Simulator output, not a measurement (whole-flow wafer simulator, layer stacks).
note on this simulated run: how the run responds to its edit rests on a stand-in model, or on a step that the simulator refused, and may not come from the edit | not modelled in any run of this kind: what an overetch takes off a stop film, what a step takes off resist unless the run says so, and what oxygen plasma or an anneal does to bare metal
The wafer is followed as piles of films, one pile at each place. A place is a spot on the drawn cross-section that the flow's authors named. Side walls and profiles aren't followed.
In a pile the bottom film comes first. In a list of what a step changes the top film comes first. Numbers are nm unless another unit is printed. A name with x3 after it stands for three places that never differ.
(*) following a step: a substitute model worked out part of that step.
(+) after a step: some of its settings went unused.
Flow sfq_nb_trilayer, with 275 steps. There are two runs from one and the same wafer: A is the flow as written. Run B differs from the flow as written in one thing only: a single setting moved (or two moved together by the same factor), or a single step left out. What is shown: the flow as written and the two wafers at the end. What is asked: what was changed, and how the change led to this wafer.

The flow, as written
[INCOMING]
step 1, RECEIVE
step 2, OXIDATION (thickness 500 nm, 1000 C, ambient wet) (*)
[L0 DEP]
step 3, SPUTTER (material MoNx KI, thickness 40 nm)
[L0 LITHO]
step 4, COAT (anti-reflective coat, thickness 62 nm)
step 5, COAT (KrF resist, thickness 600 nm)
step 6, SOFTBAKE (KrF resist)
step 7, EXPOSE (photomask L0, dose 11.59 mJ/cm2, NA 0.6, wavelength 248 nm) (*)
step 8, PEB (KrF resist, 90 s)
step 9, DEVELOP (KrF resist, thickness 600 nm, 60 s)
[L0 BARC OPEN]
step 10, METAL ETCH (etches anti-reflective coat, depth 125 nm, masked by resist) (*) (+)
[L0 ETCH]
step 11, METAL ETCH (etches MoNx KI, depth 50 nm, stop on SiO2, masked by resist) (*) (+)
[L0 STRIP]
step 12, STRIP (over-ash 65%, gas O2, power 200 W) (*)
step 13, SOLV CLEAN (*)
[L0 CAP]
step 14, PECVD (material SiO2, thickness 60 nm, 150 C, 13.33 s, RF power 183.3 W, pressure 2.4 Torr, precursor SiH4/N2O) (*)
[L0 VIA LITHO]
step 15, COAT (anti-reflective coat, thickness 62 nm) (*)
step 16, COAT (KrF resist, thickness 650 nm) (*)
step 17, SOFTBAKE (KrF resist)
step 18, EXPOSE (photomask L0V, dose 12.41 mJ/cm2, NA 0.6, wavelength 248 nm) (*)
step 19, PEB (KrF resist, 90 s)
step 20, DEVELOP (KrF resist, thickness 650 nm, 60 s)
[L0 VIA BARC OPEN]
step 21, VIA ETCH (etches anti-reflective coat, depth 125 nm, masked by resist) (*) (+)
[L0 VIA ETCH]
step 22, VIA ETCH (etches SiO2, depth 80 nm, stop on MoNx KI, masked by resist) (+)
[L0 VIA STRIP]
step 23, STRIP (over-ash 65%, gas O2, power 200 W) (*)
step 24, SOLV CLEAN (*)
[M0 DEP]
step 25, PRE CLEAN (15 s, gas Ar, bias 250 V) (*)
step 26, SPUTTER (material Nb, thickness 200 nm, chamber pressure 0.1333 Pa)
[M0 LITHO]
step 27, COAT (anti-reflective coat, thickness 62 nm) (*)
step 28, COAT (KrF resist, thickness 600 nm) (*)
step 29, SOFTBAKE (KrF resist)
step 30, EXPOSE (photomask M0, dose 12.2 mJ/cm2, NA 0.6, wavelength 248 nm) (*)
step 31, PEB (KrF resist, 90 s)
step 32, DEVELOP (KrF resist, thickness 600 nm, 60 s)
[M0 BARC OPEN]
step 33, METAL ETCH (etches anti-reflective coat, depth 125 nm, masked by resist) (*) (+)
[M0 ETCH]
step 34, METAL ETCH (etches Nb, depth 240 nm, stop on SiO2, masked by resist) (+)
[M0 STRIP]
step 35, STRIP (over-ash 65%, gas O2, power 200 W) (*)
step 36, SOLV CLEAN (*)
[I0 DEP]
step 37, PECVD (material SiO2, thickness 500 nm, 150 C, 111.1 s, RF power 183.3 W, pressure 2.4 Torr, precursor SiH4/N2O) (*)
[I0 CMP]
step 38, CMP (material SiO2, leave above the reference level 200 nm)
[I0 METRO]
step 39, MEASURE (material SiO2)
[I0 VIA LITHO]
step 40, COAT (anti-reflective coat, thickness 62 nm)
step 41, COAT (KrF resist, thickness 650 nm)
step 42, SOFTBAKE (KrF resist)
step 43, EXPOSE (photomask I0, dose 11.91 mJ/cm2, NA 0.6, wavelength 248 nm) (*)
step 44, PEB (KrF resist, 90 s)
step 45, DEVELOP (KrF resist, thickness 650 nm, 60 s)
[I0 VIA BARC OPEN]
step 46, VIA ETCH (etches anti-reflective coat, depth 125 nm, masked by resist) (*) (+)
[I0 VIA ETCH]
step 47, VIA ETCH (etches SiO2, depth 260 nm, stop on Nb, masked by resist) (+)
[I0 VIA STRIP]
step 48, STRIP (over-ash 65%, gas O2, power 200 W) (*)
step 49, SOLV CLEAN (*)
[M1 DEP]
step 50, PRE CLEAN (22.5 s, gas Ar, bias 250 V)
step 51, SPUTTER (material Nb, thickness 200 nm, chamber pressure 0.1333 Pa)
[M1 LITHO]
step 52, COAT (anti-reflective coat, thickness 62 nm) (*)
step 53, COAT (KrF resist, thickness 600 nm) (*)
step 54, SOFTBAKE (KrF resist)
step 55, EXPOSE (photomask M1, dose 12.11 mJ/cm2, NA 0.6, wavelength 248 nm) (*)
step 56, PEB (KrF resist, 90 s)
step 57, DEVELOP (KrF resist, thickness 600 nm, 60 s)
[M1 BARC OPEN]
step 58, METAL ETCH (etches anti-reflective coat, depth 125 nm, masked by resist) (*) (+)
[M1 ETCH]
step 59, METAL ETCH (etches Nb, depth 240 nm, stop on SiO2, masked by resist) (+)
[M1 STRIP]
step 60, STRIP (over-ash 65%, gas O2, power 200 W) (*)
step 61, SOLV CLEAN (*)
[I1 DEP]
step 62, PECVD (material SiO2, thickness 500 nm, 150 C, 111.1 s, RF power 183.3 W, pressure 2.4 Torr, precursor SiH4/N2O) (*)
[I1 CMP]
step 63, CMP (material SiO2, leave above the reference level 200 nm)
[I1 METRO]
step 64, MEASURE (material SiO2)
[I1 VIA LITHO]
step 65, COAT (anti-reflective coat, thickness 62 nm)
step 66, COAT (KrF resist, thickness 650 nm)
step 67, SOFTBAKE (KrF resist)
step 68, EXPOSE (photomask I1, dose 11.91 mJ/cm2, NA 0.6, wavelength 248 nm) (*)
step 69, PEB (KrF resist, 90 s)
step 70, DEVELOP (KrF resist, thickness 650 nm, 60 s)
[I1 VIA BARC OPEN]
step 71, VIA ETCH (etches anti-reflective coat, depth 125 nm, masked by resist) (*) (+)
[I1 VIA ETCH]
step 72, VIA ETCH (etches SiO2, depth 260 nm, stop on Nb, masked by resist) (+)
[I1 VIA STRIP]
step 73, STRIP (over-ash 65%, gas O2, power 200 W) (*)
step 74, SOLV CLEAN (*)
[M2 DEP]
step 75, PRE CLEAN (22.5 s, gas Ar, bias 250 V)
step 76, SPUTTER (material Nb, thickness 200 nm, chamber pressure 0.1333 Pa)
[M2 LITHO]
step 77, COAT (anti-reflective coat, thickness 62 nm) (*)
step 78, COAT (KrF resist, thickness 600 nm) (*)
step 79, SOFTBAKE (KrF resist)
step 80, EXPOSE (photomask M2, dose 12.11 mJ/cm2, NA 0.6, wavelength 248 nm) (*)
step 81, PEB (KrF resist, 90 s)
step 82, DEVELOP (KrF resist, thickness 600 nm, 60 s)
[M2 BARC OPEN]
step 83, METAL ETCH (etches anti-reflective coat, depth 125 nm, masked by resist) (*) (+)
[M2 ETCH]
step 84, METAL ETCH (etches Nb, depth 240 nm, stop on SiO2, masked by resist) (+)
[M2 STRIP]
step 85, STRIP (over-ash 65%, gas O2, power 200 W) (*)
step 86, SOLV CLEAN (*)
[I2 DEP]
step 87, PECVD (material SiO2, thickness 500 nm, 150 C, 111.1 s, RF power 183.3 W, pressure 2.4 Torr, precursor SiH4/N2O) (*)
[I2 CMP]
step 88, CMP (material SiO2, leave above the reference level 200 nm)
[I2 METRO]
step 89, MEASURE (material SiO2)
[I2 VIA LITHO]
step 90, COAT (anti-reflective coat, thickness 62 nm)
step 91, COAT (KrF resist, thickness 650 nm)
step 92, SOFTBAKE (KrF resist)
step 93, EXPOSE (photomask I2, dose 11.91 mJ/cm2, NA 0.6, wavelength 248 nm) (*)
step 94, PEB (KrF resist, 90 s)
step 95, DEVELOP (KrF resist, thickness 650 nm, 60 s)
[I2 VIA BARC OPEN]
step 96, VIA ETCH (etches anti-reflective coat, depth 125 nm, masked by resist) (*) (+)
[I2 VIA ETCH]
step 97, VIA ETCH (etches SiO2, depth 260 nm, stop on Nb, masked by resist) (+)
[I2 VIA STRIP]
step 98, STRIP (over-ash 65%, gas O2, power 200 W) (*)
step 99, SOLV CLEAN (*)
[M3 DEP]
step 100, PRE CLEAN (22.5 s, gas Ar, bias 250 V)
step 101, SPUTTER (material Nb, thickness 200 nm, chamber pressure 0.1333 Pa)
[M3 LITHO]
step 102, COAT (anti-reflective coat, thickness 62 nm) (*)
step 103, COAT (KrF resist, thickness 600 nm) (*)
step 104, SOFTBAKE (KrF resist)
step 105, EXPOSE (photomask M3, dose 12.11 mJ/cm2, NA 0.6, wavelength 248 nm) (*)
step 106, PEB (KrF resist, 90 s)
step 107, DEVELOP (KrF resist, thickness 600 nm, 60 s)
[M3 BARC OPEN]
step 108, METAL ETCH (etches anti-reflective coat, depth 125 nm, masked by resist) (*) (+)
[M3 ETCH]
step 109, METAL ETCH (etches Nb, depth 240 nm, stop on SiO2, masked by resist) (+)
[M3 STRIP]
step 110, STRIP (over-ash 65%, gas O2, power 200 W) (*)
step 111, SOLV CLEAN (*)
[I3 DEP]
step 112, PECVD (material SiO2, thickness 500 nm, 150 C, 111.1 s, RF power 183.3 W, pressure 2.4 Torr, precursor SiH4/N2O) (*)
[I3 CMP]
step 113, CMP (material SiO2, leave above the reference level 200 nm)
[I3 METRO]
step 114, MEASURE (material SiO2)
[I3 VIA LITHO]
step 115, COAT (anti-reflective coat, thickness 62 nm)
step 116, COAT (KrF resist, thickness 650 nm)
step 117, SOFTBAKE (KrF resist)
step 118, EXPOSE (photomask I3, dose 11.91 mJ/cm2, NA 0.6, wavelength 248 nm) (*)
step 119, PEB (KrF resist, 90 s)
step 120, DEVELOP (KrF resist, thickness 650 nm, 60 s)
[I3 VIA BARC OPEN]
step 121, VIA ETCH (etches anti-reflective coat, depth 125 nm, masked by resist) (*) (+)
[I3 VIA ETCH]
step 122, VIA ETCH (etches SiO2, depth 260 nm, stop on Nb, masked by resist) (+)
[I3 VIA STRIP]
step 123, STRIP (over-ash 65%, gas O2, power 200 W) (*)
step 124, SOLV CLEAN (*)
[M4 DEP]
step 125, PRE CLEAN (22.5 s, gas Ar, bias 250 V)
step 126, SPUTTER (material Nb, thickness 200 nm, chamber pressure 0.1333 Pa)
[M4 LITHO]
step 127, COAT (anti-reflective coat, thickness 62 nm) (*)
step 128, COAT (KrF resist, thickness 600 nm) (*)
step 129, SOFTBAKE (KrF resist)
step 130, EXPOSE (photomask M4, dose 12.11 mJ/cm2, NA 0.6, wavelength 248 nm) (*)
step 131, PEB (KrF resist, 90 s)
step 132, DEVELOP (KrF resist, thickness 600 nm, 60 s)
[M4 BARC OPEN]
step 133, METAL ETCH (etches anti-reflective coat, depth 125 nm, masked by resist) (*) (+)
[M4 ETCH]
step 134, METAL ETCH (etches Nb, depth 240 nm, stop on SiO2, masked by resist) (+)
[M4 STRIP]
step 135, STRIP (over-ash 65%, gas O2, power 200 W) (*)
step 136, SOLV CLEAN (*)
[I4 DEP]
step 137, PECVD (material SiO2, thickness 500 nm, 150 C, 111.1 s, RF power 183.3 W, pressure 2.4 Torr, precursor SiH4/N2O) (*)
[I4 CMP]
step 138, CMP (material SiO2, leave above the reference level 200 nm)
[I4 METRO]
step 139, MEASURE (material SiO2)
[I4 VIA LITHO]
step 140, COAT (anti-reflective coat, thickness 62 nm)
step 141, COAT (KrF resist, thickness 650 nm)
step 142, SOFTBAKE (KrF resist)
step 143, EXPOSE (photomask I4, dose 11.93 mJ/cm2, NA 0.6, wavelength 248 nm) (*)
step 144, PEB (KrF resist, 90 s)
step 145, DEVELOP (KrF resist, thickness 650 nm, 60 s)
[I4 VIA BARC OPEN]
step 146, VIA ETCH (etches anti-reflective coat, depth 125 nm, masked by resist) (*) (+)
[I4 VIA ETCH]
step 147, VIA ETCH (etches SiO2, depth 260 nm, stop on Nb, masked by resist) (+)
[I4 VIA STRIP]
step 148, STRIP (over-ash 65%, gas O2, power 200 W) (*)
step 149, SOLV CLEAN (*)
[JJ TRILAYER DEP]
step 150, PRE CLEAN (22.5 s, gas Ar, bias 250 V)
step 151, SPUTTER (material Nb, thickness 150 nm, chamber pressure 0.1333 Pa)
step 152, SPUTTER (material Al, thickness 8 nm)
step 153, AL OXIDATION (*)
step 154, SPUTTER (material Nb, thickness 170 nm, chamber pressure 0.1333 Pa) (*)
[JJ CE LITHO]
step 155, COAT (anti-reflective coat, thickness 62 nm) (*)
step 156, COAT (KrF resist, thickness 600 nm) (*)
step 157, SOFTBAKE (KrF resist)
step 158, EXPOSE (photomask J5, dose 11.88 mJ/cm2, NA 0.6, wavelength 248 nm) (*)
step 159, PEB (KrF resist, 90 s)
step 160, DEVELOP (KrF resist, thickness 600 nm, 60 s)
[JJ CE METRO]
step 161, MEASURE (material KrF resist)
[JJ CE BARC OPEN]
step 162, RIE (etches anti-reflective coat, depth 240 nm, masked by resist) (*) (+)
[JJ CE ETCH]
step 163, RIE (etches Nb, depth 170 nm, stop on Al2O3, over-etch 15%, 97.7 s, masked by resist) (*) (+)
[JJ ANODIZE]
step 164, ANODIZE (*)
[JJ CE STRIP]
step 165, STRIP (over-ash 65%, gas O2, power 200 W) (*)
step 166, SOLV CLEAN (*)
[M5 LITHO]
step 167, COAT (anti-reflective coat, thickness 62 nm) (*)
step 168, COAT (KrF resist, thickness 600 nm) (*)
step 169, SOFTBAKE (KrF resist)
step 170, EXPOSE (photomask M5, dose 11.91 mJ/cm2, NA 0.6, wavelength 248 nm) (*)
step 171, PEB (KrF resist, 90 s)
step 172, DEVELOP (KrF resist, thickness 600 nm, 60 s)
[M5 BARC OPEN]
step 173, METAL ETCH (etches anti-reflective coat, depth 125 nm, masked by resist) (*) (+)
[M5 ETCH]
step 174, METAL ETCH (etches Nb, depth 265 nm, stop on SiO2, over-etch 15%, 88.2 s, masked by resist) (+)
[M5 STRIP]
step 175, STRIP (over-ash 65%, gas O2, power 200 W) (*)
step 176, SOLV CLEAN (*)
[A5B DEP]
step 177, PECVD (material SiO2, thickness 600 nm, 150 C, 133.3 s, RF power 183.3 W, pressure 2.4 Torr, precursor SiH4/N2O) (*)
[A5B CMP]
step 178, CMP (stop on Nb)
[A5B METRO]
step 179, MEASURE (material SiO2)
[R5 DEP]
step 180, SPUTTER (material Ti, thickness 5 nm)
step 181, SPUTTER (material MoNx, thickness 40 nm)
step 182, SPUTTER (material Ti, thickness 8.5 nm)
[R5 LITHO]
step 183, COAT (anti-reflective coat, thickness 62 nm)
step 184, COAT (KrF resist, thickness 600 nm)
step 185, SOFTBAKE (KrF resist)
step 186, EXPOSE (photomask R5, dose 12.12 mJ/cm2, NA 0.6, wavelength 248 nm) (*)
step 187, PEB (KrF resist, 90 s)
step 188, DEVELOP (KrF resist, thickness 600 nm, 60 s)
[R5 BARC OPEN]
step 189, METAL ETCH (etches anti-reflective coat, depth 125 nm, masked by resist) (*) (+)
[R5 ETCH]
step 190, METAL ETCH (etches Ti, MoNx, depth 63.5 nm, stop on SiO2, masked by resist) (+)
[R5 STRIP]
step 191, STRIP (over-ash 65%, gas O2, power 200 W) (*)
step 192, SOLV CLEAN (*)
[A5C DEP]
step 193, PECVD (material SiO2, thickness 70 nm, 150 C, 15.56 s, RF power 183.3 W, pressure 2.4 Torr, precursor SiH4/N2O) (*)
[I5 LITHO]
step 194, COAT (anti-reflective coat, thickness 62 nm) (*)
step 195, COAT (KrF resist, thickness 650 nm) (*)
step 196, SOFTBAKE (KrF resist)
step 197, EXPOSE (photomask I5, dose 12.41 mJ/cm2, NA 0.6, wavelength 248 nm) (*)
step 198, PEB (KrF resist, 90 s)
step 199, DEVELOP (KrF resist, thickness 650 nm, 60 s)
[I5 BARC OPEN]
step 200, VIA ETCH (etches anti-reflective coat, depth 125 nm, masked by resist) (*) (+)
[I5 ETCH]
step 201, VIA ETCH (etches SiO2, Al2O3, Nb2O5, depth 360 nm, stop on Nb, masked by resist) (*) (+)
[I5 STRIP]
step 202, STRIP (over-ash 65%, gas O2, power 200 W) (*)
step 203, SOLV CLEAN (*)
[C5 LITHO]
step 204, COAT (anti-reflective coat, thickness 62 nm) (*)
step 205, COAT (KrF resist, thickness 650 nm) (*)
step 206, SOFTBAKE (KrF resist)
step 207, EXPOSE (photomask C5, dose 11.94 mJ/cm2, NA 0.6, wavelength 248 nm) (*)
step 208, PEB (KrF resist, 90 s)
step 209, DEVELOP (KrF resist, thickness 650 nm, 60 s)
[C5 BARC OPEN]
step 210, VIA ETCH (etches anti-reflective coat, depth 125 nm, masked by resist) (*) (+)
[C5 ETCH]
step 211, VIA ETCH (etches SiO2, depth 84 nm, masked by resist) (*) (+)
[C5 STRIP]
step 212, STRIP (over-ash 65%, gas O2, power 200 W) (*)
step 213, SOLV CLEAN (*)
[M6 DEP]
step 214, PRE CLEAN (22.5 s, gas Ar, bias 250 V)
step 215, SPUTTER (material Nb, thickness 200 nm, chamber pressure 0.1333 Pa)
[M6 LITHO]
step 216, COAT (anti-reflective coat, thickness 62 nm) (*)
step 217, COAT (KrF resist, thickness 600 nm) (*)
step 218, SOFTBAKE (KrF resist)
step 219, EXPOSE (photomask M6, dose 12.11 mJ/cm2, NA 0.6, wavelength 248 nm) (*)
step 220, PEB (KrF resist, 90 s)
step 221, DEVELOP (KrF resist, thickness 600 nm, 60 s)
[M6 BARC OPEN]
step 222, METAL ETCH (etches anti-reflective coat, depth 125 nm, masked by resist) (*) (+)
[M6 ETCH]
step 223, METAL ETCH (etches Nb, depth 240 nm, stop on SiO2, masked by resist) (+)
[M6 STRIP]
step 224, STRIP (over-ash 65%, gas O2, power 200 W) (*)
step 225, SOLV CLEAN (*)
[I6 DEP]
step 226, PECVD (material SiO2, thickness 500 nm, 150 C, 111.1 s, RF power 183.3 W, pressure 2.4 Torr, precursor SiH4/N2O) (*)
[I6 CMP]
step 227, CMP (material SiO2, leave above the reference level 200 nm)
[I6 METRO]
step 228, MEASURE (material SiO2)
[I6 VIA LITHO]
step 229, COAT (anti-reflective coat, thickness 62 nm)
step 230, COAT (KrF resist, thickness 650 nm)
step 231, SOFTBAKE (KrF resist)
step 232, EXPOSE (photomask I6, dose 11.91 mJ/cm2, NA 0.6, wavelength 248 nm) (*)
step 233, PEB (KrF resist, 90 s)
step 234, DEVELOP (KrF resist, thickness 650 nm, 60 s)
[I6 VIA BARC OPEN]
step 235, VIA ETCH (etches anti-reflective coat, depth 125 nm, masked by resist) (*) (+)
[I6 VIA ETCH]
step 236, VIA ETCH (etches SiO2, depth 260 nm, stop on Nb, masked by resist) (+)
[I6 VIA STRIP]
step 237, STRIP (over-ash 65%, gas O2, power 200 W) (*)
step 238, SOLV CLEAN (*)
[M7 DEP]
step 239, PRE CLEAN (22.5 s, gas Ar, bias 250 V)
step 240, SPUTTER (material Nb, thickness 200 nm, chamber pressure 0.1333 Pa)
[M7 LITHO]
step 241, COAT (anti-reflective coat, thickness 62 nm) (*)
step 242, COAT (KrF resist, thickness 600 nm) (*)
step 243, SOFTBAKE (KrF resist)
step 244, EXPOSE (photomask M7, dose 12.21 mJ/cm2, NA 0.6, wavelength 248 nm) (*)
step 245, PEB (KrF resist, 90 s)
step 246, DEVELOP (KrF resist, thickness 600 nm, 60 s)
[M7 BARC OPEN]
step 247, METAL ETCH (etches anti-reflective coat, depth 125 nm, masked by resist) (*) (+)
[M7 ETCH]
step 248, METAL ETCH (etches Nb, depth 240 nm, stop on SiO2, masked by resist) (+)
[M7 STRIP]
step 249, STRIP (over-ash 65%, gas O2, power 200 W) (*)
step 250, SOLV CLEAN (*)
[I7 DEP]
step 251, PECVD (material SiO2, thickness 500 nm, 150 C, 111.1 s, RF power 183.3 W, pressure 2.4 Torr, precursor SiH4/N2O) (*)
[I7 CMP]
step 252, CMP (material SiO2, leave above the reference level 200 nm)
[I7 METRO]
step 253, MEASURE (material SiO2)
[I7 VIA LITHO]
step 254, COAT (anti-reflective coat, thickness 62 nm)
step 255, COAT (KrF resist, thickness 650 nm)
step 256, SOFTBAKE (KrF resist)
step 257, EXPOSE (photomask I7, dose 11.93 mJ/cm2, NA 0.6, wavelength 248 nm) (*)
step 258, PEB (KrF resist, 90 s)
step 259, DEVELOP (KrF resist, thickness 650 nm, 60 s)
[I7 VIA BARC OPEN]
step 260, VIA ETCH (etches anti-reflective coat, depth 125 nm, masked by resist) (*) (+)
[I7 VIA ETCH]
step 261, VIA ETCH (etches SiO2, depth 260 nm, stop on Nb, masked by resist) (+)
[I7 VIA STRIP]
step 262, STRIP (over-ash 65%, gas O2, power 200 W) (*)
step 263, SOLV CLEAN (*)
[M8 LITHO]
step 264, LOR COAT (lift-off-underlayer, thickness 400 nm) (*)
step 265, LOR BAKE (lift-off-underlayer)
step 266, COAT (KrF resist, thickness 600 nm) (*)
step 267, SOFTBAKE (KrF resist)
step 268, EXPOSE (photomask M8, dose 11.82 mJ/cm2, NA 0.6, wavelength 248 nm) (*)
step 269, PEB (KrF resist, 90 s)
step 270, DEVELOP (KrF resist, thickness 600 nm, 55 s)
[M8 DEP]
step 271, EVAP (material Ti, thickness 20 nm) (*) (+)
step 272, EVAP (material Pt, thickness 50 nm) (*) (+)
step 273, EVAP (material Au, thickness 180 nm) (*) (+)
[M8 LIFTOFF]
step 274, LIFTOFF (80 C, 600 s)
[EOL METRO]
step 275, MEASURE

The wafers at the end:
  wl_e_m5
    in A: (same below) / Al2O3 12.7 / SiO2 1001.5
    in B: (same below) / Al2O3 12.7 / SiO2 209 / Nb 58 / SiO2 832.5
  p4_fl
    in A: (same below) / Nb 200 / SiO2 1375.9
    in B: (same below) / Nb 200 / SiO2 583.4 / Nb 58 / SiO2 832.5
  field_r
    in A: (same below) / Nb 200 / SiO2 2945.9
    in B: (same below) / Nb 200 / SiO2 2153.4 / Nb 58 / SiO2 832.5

Cause: step 215, SPUTTER: thickness 298 nm was run, while the flow as written has thickness 200 nm.

The path from the change to this, step by step:
  step 215, SPUTTER (material Nb, thickness 200 nm, chamber pressure 0.1333 Pa)
      field_l, v_sur, via_wl and 100 more: A +200 Nb (new film) | B +298 Nb (new film)
      be: A +147.3 Nb | B +218 Nb
      (and at 2 other places as well)
  step 216, COAT (anti-reflective coat, thickness 62 nm) (*)
      be: A +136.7 anti-reflective coat (new film) | B +146.4 anti-reflective coat (new film)
      be_sur: A +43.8 anti-reflective coat (new film) | B +44.8 anti-reflective coat (new film)
      (and at 2 other places as well)
  step 223, METAL ETCH (etches Nb, depth 240 nm, stop on SiO2, masked by resist) (+)
      field_l, gap, moat and 76 more: A -200 Nb (all of it) | B -240 Nb
  step 224, STRIP (over-ash 65%, gas O2, power 200 W) (*)
      be: A -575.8 KrF resist (all of it), -136.7 anti-reflective coat (all of it) | B -591 KrF resist (all of it), -146.4 anti-reflective coat (all of it)
      be_sur: A -371.2 KrF resist (all of it), -43.8 anti-reflective coat (all of it) | B -368.8 KrF resist (all of it), -44.8 anti-reflective coat (all of it)
      (and at 2 other places as well)
  step 226, PECVD (material SiO2, thickness 500 nm, 150 C, 111.1 s, RF power 183.3 W, pressure 2.4 Torr, precursor SiH4/N2O) (*)
      field_l, p4_fl, p4_fm and 62 more: A +500 SiO2 | B +500 SiO2 (new film)
      moat, field_r, lsp_l, ln_m5, lsp_m: A +493.6 SiO2 | B +492.3 SiO2 (new film)
      (and at 10 other places as well)
  step 227, CMP (material SiO2, leave above the reference level 200 nm)
      field_l, p4_fl, p4_fm and 59 more: A -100 SiO2 | B -60 SiO2
      moat, field_r, lsp_l, ln_m5, lsp_m: A -93.6 SiO2 | B -52.3 SiO2
      (and at 9 other places as well)
Taking metal films that touch as one body, wl_e_m5 has 7 bodies (between them, from the top down: SiO2 209 / Al2O3 12.7 / Nb2O5 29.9; SiO2 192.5; SiO2 192.5; SiO2 192.5; SiO2 192.5; SiO2 192.5); the flow as written gives 6 bodies (between them, from the top down: SiO2 192.5; SiO2 192.5; SiO2 192.5; SiO2 192.5; SiO2 192.5).
Taking metal films that touch as one body, p4_fl has 3 bodies (between them, from the top down: SiO2 583.4; SiO2 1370); the flow as written gives 2 bodies (between them, from the top down: SiO2 1370).
Taking metal films that touch as one body, field_r has 2 bodies (between them, from the top down: SiO2 2153.4); the flow as written gives 1 body.
